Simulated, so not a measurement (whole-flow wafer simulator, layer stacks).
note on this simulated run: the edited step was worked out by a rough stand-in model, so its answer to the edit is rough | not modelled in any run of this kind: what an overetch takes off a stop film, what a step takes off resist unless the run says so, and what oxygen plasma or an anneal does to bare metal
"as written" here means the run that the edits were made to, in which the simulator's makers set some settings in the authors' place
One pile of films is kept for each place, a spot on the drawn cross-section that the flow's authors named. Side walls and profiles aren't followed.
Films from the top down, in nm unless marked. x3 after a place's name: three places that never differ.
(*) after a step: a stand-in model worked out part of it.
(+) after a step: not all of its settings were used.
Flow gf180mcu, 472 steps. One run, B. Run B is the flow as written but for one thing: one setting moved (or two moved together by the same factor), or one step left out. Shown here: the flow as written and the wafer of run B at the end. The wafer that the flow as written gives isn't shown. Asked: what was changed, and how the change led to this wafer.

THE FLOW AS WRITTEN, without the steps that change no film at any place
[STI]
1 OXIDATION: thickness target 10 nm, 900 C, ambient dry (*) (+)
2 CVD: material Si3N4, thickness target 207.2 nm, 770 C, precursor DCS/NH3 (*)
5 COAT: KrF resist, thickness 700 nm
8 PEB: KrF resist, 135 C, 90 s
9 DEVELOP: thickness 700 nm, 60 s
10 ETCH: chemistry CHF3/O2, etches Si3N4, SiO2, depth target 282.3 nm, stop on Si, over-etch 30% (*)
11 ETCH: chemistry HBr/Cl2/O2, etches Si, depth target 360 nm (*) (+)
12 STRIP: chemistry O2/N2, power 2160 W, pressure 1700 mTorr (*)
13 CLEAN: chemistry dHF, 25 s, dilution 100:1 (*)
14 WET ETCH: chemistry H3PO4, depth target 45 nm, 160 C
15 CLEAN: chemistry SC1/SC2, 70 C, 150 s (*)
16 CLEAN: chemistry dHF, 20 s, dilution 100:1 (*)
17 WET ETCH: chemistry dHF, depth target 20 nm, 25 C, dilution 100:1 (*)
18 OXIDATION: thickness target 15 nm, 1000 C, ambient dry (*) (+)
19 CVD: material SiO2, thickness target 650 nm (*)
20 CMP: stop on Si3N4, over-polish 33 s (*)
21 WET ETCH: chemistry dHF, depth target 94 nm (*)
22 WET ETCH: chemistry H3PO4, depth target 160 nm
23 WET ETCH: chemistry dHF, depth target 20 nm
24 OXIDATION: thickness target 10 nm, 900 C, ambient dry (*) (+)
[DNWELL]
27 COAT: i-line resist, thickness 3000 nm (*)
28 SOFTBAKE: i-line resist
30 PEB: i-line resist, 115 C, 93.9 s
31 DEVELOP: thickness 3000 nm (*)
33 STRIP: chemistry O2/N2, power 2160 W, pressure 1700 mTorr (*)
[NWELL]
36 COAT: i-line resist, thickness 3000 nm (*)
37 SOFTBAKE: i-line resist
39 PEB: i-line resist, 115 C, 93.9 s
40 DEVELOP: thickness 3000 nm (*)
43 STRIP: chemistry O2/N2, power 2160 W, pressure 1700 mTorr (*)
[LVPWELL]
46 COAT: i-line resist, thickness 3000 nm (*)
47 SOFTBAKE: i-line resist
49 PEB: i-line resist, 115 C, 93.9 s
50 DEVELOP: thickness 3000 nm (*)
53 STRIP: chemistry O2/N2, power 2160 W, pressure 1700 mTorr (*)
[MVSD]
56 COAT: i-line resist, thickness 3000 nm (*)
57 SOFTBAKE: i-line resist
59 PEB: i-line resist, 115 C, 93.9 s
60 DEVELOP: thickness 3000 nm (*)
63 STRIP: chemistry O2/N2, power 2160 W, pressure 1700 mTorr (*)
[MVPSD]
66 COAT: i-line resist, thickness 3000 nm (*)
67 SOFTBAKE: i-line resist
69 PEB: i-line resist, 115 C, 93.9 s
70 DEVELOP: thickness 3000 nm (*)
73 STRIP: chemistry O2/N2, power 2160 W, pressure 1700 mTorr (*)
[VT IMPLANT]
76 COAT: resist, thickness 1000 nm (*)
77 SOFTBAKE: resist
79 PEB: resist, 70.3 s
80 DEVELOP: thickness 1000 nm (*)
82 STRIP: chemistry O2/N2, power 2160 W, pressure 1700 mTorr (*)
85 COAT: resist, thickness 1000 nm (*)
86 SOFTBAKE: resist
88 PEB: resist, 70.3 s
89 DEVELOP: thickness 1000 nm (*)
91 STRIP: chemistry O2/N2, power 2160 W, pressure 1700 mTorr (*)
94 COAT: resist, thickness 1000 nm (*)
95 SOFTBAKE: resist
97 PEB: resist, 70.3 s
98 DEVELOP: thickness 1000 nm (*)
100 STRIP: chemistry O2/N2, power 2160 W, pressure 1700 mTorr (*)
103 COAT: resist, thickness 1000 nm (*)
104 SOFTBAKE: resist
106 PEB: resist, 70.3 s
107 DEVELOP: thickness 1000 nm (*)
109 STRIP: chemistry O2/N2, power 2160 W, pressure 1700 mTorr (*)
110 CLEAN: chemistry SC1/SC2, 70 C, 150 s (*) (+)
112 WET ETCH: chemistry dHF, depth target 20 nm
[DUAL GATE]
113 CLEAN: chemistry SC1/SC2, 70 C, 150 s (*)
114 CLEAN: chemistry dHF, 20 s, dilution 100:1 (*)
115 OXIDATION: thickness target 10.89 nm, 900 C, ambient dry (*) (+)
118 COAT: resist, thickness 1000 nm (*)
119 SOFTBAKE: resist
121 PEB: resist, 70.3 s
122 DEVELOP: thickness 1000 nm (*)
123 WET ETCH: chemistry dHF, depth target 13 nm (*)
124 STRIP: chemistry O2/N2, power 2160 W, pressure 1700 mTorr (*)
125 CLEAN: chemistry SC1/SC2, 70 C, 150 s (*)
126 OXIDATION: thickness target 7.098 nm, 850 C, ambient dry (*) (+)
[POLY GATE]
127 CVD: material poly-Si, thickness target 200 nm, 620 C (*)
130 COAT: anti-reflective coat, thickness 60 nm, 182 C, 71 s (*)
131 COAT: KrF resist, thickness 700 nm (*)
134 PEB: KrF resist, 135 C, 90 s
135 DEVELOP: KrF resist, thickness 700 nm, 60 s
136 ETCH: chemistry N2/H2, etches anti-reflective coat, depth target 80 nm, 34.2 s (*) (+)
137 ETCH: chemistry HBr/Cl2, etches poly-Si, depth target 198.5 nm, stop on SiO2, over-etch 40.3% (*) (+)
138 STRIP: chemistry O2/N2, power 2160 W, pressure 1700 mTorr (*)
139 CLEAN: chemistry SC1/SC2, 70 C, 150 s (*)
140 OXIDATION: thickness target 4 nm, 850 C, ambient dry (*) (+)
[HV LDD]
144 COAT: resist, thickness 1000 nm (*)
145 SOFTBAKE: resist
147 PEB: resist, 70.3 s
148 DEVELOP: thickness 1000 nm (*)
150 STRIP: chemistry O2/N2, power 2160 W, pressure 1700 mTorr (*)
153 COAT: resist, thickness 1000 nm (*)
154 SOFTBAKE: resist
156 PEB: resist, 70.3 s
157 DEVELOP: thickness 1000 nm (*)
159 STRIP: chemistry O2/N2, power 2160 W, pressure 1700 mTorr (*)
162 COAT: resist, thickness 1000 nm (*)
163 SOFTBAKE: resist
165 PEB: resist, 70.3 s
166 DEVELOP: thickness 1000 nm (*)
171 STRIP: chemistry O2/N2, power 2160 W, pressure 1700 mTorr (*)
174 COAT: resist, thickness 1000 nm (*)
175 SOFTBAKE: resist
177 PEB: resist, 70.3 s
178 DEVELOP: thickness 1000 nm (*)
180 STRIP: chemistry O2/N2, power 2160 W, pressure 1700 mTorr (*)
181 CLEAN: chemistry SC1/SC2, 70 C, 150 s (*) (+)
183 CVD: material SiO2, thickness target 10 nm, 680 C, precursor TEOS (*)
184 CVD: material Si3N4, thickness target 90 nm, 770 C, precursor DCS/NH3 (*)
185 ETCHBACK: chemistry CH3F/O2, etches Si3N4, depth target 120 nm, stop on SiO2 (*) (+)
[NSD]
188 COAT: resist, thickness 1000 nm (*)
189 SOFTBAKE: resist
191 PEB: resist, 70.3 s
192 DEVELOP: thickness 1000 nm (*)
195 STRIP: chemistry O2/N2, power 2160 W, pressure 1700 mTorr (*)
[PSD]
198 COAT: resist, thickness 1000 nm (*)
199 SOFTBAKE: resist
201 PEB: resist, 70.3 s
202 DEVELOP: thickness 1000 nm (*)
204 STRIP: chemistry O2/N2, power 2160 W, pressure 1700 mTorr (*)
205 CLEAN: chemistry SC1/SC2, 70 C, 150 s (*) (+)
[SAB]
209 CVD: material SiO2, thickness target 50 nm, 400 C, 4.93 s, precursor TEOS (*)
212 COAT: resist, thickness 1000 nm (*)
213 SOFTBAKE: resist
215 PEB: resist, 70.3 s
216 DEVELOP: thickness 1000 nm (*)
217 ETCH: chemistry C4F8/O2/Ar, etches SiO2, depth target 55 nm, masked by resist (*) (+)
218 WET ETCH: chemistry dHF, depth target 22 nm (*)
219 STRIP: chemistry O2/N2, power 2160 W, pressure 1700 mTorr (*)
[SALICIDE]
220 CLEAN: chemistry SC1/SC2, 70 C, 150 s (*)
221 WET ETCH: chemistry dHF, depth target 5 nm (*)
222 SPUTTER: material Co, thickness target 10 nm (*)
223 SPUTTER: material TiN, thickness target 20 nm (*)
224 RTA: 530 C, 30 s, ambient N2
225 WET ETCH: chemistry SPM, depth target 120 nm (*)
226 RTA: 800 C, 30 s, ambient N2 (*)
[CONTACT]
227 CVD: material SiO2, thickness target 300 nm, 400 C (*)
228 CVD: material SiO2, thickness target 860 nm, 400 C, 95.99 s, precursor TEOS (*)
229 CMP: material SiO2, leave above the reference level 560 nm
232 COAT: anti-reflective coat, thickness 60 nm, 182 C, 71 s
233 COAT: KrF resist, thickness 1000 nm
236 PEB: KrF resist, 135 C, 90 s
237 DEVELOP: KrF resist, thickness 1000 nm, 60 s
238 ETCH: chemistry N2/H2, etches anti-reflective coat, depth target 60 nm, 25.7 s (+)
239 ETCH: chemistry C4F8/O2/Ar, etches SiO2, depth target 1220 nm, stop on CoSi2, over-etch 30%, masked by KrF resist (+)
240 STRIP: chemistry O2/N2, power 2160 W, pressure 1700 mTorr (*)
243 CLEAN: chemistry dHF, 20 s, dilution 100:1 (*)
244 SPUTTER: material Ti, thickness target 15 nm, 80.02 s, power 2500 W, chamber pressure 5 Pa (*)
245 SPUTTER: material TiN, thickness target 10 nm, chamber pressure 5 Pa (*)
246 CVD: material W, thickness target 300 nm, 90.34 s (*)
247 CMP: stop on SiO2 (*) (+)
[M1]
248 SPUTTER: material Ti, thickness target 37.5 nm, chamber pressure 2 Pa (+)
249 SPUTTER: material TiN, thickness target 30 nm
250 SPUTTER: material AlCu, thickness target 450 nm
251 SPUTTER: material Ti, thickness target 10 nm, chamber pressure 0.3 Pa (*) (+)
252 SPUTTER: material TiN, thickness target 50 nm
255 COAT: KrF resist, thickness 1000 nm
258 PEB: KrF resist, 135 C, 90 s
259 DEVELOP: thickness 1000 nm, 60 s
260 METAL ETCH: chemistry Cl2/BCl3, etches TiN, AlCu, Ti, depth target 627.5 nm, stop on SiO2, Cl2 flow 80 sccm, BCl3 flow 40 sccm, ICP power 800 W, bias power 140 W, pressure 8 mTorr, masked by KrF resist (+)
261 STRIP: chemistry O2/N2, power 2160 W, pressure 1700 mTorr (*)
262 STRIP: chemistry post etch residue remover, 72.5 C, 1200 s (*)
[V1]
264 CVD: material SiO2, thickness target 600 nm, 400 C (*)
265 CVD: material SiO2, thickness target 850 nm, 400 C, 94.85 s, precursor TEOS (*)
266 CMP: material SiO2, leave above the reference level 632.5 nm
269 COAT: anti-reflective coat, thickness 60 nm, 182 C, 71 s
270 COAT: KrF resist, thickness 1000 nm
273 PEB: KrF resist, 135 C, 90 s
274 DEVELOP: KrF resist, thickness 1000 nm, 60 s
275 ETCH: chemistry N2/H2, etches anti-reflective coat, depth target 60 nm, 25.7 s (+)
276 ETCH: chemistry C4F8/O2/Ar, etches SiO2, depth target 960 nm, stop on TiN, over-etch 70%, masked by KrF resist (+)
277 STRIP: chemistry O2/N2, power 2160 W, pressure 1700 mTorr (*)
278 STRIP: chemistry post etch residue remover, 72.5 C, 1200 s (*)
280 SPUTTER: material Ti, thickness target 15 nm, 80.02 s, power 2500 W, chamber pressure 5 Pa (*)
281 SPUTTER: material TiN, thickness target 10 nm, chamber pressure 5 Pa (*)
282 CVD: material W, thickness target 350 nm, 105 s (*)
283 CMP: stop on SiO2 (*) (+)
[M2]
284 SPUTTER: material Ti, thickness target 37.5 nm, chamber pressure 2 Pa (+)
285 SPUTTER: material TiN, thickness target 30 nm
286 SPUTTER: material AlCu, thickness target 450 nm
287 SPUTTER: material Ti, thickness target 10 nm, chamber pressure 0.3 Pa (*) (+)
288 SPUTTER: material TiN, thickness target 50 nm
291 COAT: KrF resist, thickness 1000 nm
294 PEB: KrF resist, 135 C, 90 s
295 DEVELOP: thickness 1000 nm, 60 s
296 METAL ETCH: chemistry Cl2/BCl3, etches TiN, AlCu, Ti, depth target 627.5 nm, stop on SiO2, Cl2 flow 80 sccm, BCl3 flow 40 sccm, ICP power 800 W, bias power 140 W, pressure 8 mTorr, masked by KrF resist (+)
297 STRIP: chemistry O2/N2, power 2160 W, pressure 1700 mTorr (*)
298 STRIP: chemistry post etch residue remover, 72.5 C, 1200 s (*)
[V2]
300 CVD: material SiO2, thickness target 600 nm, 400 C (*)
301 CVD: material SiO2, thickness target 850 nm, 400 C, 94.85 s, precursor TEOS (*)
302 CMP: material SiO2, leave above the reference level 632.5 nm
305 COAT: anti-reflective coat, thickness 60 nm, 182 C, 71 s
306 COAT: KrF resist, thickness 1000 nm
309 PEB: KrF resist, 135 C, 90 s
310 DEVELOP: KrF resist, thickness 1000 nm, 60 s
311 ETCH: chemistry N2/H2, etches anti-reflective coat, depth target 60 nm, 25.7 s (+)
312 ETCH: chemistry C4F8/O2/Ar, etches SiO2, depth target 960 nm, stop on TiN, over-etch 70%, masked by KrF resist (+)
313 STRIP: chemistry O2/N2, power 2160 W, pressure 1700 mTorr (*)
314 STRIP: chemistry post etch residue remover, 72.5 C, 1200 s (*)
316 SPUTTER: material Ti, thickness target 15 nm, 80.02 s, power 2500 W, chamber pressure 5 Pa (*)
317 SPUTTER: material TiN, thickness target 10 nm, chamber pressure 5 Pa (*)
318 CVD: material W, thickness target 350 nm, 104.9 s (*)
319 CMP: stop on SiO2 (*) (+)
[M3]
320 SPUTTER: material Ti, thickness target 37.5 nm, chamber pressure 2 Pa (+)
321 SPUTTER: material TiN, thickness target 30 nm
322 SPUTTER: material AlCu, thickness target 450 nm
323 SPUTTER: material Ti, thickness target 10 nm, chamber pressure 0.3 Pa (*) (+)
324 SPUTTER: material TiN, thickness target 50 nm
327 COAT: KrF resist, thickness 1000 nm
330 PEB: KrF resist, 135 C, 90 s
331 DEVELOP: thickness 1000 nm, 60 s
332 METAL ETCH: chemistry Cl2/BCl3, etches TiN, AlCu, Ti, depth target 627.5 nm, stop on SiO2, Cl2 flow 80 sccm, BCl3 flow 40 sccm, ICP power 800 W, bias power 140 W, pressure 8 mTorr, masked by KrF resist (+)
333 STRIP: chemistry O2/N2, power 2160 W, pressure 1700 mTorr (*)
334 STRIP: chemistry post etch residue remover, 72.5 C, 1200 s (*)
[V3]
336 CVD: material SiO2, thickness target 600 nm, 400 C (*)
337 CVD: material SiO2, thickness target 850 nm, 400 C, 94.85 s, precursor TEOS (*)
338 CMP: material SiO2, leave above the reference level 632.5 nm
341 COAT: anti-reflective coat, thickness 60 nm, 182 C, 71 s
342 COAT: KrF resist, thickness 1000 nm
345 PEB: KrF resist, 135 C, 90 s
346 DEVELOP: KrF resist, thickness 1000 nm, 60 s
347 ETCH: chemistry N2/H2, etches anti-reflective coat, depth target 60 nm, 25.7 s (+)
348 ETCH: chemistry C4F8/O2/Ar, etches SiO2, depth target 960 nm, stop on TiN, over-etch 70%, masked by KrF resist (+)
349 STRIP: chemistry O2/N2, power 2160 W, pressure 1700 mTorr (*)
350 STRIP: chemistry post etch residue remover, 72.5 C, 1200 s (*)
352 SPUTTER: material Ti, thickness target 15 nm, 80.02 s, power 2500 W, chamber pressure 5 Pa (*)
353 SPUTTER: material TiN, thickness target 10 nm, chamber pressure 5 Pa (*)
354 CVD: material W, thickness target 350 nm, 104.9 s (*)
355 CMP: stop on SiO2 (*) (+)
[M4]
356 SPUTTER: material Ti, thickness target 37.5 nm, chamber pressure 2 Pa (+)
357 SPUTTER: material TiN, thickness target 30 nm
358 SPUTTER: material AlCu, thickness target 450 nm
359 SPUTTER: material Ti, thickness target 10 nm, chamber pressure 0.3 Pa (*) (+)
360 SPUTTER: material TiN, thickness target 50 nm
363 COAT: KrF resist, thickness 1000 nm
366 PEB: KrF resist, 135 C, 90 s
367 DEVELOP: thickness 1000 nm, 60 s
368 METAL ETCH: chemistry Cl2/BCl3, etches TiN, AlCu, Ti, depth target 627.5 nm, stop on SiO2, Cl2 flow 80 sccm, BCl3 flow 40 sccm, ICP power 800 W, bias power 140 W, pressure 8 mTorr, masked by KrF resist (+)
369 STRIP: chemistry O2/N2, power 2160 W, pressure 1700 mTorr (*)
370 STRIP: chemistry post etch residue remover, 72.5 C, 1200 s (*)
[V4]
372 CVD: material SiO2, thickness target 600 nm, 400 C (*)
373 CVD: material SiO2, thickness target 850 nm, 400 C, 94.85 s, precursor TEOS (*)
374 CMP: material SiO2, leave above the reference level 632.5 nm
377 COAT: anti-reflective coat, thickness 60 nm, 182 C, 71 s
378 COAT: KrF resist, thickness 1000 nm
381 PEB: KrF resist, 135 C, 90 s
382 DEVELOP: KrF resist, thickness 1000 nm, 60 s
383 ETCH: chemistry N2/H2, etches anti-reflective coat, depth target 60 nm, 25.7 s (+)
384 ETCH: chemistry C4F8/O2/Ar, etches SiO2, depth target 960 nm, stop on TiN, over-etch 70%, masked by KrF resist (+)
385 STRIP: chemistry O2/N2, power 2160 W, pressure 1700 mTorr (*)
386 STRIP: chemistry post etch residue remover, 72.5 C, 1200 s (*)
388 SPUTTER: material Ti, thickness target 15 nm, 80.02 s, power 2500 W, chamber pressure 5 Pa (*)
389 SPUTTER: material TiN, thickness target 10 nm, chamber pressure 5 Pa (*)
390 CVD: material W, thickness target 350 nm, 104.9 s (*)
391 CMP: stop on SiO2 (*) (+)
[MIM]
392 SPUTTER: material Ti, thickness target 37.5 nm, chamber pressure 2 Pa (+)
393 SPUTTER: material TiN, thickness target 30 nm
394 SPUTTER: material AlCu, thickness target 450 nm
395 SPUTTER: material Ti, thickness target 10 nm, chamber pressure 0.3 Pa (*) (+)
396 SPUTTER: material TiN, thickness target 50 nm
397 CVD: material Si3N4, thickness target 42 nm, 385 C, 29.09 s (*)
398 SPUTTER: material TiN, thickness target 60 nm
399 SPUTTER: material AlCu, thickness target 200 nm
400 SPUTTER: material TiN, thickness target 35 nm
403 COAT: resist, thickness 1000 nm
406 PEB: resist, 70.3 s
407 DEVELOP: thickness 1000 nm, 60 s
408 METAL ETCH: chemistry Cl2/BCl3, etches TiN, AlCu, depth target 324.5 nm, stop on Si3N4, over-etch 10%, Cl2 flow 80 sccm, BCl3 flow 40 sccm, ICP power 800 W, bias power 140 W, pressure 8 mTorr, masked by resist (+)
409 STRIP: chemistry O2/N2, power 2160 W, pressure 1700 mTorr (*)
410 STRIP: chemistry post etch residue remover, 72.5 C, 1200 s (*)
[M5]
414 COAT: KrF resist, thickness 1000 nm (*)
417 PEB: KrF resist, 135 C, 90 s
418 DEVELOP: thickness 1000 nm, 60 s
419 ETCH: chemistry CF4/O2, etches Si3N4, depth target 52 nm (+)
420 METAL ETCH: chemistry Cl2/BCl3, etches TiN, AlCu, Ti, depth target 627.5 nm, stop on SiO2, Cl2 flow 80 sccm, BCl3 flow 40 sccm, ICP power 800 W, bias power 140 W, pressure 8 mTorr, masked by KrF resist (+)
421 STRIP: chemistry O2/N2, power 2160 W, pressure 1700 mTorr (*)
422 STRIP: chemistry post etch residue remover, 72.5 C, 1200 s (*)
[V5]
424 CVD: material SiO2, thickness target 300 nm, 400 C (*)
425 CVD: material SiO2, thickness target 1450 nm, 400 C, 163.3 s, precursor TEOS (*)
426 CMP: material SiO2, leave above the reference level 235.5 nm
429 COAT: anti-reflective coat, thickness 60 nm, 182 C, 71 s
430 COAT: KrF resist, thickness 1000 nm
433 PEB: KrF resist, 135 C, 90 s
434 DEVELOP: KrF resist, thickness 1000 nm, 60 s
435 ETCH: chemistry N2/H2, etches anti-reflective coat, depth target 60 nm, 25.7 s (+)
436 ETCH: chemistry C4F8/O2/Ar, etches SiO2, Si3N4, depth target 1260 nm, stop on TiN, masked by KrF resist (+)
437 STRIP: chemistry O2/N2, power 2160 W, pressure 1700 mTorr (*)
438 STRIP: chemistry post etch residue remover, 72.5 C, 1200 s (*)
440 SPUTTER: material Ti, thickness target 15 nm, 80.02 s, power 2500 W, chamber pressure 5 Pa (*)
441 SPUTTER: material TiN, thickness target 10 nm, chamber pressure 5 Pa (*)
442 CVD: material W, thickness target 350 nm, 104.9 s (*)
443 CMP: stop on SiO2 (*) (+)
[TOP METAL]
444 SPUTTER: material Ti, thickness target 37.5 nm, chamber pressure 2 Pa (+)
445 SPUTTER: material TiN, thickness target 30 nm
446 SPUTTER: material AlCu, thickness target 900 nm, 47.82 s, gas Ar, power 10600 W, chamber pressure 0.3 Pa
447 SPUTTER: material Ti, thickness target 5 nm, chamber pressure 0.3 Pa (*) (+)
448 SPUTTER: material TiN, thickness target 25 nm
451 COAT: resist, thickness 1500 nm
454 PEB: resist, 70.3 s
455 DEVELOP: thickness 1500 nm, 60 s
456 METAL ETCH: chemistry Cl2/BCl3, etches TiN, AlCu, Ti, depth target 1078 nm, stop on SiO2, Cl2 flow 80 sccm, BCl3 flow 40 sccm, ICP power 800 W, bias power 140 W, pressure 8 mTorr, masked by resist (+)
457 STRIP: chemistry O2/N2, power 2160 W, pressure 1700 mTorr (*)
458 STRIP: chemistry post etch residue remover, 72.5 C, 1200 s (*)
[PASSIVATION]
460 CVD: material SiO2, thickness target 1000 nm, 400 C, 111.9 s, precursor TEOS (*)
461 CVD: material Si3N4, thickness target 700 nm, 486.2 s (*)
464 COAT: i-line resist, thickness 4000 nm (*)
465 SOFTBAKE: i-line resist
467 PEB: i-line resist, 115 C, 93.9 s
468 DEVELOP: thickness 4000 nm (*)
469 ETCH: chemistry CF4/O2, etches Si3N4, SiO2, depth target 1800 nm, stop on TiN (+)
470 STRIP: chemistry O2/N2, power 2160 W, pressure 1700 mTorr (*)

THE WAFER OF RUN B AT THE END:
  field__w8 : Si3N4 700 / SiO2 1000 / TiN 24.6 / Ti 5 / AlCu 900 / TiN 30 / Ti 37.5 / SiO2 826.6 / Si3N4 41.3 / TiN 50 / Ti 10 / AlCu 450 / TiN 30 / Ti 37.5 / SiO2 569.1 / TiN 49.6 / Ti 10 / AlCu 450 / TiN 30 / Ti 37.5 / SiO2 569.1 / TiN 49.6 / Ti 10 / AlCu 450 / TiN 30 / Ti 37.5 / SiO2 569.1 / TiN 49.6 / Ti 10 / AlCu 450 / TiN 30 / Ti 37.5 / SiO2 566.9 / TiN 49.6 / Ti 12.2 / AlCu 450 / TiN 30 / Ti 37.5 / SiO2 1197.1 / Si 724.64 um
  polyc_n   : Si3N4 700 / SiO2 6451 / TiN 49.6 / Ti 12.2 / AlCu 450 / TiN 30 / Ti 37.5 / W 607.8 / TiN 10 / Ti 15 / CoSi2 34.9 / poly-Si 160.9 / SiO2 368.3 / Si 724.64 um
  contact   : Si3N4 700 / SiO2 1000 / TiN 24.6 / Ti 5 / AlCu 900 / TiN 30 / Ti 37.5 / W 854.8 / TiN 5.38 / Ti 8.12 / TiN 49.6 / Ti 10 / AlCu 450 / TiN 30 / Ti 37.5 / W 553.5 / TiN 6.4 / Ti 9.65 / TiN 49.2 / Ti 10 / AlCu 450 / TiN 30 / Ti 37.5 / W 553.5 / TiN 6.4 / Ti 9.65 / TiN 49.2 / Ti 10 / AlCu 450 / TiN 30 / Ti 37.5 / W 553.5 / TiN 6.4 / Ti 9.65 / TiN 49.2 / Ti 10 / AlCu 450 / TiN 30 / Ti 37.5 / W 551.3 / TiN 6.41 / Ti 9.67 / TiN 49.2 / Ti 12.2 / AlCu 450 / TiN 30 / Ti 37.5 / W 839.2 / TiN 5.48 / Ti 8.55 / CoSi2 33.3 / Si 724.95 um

The cause: step 251, SPUTTER: thickness target 12.2 nm was run, where the flow has thickness target 10 nm.
It can be read off the wafer: field__w8 has Ti 12.2, and step 251 as written asks for 10 nm.

How the change led to this, step by step:
  251 SPUTTER: material Ti, thickness target 10 nm, chamber pressure 0.3 Pa (*) (+)
      field, field__w1, field__w2 and 108 more: Ti +12.2 (new film) (as written it would be: Ti +10 (new film))
  260 METAL ETCH: chemistry Cl2/BCl3, etches TiN, AlCu, Ti, depth target 627.5 nm, stop on SiO2, Cl2 flow 80 sccm, BCl3 flow 40 sccm, ICP power 800 W, bias power 140 W, pressure 8 mTorr, masked by KrF resist (+)
      field, field__w1, field__w2 and 99 more: TiN -50 (all of it), Ti -12.2 (all of it), AlCu -450 (all of it), TiN -30 (all of it), Ti -37.5 (all of it) (as written it would be: TiN -50 (all of it), Ti -10 (all of it), AlCu -450 (all of it), TiN -30 (all of it), Ti -37.5 (all of it))
